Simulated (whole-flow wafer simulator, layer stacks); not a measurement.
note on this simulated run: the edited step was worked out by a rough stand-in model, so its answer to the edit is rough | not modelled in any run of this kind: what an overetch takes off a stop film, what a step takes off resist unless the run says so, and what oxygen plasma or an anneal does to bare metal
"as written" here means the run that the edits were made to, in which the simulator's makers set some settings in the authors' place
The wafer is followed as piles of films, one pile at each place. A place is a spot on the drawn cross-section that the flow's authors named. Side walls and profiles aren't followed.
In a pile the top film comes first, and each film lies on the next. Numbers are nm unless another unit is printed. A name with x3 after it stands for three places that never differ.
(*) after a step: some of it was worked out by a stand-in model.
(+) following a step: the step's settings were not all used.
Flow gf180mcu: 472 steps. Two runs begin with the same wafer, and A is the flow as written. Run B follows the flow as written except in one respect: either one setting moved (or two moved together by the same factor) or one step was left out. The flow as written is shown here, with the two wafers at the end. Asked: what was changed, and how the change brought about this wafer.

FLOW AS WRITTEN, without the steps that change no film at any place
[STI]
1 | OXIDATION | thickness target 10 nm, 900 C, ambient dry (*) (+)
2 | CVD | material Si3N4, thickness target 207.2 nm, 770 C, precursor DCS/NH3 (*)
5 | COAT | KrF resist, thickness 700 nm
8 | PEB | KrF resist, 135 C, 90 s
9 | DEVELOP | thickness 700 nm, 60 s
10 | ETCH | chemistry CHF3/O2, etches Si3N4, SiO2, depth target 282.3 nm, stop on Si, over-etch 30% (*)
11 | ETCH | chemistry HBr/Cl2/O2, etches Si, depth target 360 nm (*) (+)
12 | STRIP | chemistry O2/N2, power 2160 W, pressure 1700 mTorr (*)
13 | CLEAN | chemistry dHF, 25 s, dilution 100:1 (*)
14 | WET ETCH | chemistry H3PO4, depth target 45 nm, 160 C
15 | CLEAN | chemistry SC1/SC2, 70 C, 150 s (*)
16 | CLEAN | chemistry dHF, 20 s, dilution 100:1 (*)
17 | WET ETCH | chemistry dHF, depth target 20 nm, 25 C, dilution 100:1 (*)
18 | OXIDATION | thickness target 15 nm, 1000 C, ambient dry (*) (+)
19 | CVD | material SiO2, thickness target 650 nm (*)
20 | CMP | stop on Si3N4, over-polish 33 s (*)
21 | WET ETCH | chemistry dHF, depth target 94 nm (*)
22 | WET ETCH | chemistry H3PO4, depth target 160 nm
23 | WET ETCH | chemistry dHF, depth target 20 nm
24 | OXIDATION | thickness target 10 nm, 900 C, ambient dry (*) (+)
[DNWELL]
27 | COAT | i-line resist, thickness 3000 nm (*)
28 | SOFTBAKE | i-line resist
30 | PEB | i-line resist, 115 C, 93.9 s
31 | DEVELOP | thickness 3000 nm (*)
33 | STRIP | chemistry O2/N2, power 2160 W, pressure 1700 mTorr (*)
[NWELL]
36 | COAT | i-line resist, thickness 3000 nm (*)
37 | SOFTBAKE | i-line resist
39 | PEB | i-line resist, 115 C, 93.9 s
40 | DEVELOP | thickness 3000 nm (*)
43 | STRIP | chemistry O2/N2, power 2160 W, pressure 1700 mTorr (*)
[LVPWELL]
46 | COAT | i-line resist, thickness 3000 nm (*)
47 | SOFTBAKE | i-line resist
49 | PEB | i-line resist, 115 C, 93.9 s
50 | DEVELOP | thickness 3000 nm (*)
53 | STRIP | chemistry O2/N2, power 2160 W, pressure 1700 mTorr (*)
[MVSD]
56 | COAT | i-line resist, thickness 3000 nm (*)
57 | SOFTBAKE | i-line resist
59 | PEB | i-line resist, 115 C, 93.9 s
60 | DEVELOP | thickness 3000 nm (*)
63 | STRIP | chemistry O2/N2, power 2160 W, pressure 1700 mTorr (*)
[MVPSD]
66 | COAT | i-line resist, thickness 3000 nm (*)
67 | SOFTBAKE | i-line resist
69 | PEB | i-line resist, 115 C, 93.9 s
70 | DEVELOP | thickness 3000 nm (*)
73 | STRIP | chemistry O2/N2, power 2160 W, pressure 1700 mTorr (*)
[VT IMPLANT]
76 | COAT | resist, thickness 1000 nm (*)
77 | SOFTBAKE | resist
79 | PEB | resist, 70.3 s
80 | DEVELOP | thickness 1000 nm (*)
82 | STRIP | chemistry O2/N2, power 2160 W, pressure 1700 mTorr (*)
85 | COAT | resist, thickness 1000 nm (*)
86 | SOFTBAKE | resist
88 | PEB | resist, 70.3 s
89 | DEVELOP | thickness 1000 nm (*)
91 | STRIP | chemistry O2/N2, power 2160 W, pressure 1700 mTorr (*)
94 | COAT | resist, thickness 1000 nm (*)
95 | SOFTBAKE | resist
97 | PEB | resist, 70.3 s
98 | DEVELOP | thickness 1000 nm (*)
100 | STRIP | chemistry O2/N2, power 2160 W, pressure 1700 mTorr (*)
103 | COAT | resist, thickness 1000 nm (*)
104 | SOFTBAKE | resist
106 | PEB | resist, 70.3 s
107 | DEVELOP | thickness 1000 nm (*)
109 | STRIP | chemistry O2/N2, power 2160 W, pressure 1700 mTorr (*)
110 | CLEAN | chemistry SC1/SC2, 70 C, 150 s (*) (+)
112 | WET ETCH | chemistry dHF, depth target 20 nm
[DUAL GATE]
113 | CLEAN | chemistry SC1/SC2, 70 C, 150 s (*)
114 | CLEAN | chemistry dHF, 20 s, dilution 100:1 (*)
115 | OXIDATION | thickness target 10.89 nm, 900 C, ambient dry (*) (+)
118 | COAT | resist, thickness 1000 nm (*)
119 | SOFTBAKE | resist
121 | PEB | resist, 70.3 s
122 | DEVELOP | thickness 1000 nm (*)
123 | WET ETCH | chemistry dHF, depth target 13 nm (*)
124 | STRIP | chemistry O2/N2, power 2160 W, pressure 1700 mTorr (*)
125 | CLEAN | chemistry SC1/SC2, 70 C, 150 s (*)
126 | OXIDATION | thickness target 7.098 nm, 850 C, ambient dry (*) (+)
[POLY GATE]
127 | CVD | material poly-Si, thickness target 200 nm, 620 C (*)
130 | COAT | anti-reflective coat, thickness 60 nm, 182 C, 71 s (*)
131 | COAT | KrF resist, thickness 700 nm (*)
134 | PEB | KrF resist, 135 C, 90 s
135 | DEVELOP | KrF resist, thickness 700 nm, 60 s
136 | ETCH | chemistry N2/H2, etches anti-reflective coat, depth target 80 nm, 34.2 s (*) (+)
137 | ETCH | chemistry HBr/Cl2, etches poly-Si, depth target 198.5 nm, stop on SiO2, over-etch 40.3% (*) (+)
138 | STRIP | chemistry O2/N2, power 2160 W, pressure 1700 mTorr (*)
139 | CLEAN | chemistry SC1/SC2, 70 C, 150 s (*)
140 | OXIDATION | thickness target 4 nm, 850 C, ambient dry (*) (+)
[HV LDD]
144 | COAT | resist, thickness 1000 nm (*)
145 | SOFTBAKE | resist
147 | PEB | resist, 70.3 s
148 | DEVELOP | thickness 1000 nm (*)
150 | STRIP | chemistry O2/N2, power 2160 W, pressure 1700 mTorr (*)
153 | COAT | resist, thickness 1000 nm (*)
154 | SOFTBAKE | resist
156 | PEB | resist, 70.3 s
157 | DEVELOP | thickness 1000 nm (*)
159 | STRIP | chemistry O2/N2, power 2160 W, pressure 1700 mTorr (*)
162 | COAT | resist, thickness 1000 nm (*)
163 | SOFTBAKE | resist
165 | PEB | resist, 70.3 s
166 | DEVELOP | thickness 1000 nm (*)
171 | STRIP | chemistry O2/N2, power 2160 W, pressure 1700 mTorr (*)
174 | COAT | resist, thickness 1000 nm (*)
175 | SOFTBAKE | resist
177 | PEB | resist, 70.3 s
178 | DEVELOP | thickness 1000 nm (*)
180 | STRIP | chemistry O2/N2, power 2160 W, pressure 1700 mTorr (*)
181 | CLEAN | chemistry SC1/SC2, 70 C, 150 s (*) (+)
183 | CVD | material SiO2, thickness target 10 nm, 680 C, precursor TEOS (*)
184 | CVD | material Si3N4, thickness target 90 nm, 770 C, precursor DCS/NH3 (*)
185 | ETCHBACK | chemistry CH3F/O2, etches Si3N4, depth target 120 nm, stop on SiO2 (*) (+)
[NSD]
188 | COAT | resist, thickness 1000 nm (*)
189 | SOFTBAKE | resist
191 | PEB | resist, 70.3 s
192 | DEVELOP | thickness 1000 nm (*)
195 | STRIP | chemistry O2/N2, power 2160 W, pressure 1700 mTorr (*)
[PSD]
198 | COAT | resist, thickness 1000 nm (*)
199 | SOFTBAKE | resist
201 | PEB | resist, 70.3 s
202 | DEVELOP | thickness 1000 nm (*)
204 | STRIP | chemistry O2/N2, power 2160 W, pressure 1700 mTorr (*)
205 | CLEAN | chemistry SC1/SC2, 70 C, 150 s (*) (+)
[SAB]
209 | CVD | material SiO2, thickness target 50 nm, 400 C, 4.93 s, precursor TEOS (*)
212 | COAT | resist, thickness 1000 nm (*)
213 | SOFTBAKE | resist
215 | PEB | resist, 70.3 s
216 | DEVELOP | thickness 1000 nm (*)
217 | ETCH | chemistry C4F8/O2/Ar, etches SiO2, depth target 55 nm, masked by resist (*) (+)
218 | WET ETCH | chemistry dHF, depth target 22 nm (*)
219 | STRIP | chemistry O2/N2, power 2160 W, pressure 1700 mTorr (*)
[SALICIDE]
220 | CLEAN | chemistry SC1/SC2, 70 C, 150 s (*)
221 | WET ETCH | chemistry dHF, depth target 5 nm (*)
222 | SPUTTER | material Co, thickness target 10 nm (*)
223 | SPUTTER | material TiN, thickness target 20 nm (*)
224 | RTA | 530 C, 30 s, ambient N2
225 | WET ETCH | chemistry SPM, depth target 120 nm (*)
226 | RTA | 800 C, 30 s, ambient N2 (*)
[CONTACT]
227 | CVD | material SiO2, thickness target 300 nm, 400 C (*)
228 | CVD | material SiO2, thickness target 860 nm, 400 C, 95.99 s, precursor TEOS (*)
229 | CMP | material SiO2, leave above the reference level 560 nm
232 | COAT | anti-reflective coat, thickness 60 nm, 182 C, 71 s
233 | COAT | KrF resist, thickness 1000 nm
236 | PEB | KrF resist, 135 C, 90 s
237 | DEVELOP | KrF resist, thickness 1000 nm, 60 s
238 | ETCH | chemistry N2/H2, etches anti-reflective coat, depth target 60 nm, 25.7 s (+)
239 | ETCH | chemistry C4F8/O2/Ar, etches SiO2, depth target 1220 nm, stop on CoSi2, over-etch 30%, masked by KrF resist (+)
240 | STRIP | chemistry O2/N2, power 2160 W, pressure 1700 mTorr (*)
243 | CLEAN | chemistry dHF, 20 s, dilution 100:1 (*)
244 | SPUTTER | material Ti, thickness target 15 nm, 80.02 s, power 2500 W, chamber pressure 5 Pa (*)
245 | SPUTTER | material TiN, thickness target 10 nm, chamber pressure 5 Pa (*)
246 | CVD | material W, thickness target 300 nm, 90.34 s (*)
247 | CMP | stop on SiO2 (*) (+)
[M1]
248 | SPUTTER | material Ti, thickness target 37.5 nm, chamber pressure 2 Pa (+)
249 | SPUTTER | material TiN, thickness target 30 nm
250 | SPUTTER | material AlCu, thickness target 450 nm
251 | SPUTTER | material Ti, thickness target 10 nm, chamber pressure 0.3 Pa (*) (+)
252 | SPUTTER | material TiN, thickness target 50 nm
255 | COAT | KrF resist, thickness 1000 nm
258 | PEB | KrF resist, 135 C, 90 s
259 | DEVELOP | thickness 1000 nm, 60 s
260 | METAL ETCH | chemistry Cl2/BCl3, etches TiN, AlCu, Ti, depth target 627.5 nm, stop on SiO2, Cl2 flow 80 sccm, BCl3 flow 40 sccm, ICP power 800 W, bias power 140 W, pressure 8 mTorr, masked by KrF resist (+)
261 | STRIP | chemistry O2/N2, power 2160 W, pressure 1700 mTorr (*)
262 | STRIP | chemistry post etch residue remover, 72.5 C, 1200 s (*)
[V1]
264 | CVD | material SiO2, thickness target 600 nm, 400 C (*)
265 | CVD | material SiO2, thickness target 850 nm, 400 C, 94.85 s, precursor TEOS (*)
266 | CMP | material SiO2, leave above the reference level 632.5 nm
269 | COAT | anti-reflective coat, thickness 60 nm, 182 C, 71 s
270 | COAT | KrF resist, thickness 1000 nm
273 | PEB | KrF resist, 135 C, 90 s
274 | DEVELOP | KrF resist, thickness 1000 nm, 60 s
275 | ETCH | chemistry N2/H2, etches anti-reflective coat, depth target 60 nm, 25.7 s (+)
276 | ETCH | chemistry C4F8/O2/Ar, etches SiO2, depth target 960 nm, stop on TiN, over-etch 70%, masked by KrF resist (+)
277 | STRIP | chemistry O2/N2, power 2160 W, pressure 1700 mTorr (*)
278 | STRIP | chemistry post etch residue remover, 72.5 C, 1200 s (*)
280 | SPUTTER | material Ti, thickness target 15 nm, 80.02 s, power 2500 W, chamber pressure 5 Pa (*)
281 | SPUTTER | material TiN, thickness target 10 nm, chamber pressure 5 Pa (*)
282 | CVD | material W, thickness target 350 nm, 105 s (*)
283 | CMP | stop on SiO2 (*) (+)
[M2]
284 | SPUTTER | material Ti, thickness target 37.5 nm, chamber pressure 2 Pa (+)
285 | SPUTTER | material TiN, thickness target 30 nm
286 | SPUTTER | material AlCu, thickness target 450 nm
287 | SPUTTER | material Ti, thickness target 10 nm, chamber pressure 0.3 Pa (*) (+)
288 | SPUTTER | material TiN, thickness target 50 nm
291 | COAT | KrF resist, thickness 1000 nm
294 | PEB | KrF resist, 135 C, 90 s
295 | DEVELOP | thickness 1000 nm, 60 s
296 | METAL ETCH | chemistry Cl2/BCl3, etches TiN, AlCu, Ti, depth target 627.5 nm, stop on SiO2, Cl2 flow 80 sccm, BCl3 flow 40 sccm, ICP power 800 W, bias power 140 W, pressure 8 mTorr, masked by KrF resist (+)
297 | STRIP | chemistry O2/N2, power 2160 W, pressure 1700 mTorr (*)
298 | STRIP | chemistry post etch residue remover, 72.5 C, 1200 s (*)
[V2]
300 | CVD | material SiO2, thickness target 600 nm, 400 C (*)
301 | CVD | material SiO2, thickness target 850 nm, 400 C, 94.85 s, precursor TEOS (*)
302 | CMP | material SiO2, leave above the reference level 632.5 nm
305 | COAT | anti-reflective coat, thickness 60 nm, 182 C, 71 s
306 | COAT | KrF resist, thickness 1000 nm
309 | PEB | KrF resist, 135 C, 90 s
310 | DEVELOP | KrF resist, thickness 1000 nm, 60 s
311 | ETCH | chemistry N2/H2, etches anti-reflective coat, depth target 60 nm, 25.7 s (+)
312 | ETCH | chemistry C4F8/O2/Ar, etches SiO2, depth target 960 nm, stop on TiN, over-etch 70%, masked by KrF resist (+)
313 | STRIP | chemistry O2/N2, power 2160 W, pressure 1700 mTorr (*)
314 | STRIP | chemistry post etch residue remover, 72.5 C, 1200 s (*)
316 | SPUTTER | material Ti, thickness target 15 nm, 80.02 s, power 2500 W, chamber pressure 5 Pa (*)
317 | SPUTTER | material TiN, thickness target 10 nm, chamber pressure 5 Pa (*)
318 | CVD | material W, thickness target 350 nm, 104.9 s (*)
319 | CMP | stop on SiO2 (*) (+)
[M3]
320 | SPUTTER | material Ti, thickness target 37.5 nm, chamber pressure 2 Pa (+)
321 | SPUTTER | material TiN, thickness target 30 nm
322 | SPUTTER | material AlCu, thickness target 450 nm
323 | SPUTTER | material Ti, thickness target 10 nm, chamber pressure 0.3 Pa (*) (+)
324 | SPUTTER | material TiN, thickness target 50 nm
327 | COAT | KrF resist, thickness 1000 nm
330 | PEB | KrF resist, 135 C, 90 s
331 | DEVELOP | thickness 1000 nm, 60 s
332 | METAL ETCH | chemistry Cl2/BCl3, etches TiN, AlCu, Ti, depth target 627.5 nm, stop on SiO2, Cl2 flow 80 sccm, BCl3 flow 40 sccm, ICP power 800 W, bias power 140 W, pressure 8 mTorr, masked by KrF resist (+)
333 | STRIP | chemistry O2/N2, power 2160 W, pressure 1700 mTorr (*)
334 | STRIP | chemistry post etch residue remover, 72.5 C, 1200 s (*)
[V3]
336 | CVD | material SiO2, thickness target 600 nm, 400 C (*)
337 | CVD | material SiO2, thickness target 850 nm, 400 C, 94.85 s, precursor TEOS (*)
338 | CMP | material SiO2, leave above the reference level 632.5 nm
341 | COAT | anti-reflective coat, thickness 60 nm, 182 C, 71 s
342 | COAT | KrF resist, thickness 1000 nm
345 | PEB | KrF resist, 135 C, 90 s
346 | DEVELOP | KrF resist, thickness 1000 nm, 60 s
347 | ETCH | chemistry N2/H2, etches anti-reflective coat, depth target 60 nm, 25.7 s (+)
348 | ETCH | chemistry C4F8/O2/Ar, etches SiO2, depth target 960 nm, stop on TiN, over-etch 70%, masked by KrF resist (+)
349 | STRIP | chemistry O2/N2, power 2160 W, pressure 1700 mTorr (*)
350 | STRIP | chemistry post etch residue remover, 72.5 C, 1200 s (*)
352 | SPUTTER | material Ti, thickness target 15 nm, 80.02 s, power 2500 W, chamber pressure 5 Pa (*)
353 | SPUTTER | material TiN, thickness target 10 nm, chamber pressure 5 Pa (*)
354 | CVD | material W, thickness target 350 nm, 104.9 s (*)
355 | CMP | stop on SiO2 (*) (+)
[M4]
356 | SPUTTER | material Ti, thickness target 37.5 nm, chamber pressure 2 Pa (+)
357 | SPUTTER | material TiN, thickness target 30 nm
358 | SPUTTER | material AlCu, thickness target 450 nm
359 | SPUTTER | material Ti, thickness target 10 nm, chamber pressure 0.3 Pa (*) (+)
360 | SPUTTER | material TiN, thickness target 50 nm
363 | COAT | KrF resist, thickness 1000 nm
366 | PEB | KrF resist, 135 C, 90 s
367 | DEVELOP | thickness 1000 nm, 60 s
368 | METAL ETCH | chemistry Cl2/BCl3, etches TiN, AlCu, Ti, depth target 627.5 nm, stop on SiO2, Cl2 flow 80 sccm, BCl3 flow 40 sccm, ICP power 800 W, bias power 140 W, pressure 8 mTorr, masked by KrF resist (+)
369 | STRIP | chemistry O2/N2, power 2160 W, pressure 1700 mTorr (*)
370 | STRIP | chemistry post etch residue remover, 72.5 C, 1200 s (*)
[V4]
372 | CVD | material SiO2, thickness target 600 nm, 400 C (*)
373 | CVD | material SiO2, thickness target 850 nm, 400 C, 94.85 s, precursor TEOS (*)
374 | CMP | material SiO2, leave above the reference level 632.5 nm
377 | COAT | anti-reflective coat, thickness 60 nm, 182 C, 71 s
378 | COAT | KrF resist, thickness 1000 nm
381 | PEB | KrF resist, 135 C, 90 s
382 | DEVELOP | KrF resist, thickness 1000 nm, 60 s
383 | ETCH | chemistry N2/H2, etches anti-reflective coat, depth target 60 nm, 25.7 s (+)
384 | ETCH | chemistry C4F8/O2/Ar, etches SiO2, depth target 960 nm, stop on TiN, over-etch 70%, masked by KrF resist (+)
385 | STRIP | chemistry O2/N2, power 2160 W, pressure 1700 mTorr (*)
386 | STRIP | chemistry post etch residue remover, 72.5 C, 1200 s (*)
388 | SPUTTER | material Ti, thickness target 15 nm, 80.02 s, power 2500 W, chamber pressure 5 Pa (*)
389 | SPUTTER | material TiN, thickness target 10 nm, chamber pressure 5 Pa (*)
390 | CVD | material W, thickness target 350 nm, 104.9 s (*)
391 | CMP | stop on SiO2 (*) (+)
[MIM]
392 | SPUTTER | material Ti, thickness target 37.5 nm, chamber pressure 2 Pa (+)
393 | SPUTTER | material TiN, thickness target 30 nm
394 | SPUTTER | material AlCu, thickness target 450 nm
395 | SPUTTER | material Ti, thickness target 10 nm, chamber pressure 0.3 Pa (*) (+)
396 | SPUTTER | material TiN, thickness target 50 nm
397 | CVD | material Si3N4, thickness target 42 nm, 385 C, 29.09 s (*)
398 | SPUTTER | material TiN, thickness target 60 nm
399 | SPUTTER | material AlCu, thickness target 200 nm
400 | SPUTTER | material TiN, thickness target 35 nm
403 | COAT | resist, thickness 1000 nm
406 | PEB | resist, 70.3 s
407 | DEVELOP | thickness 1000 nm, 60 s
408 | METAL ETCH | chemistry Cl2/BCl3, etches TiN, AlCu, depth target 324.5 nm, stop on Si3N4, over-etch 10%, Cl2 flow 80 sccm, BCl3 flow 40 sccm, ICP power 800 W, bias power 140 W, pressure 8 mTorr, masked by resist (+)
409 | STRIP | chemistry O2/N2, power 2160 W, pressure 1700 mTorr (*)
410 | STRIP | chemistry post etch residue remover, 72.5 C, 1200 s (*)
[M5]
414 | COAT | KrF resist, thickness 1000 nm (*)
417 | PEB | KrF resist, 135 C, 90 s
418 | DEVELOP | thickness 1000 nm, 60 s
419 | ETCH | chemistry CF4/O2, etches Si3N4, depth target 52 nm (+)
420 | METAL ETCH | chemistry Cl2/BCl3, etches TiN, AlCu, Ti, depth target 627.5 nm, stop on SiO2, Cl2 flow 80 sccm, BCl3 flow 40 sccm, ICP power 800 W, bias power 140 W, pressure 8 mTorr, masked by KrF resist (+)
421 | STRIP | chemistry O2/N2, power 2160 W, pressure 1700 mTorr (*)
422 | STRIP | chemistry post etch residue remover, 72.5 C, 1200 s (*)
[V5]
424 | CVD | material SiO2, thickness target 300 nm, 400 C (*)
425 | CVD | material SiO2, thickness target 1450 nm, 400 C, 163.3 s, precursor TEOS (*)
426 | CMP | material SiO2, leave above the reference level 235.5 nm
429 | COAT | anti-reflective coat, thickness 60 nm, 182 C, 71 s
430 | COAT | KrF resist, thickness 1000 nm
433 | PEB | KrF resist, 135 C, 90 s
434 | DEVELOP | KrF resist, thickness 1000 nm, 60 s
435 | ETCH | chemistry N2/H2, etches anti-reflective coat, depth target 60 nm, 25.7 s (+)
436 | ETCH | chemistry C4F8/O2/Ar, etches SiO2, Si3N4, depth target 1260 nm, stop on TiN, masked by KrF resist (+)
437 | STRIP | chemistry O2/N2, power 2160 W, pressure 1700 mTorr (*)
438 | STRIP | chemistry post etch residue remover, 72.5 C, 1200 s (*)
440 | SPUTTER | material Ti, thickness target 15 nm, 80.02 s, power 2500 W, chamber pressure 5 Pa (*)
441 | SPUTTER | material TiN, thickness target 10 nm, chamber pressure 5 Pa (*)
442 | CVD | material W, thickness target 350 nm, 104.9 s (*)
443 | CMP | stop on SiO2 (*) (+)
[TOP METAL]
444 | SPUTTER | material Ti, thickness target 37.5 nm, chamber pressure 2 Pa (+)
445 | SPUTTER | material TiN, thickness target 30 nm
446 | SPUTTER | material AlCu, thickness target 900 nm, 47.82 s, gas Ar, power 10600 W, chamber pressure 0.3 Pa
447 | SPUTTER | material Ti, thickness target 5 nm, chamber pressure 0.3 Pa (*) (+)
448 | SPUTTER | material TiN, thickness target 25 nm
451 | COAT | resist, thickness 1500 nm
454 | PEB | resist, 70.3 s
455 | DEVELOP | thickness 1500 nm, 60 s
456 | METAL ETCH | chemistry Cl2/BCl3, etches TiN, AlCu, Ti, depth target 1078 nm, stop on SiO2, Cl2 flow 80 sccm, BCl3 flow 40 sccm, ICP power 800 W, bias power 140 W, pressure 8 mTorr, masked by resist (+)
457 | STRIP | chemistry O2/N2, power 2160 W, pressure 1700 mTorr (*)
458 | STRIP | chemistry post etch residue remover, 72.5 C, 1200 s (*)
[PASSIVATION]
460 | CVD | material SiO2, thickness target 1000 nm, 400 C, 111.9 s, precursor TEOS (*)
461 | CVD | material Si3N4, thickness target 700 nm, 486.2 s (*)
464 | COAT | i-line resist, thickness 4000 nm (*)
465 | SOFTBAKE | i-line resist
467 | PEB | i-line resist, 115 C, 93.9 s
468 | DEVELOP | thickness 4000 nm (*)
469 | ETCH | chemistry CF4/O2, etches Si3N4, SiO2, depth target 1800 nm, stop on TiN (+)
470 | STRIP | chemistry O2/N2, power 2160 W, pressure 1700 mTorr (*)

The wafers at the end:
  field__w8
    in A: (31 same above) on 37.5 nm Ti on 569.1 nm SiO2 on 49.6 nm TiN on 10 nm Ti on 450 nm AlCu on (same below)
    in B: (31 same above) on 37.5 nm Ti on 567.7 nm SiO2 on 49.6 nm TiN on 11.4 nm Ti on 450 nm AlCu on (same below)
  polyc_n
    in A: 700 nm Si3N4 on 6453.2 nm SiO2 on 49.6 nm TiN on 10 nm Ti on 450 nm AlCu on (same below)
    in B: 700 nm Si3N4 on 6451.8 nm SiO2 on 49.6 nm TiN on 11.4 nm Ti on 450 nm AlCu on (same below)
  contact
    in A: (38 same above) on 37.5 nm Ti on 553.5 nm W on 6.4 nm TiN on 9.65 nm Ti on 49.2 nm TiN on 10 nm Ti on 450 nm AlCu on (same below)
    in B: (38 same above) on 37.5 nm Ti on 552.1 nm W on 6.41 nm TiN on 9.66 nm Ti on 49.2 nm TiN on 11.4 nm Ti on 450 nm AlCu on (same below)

Cause: step 251, SPUTTER: thickness target 11.4 nm was run, while the flow as written has thickness target 10 nm.
The wafer itself shows it: field__w8 has Ti 11.4, and step 251 as written asks for 10 nm.

Step by step, how the change led to this:
  251 | SPUTTER | material Ti, thickness target 10 nm, chamber pressure 0.3 Pa (*) (+)
      field, field__w1, field__w2 and 108 more: A Ti gains 10 (new film) | B Ti gains 11.4 (new film)
  260 | METAL ETCH | chemistry Cl2/BCl3, etches TiN, AlCu, Ti, depth target 627.5 nm, stop on SiO2, Cl2 flow 80 sccm, BCl3 flow 40 sccm, ICP power 800 W, bias power 140 W, pressure 8 mTorr, masked by KrF resist (+)
      field, field__w1, field__w2 and 99 more: A TiN loses 50 (all of it), Ti loses 10 (all of it), AlCu loses 450 (all of it), TiN loses 30 (all of it), Ti loses 37.5 (all of it) | B TiN loses 50 (all of it), Ti loses 11.4 (all of it), AlCu loses 450 (all of it), TiN loses 30 (all of it), Ti loses 37.5 (all of it)
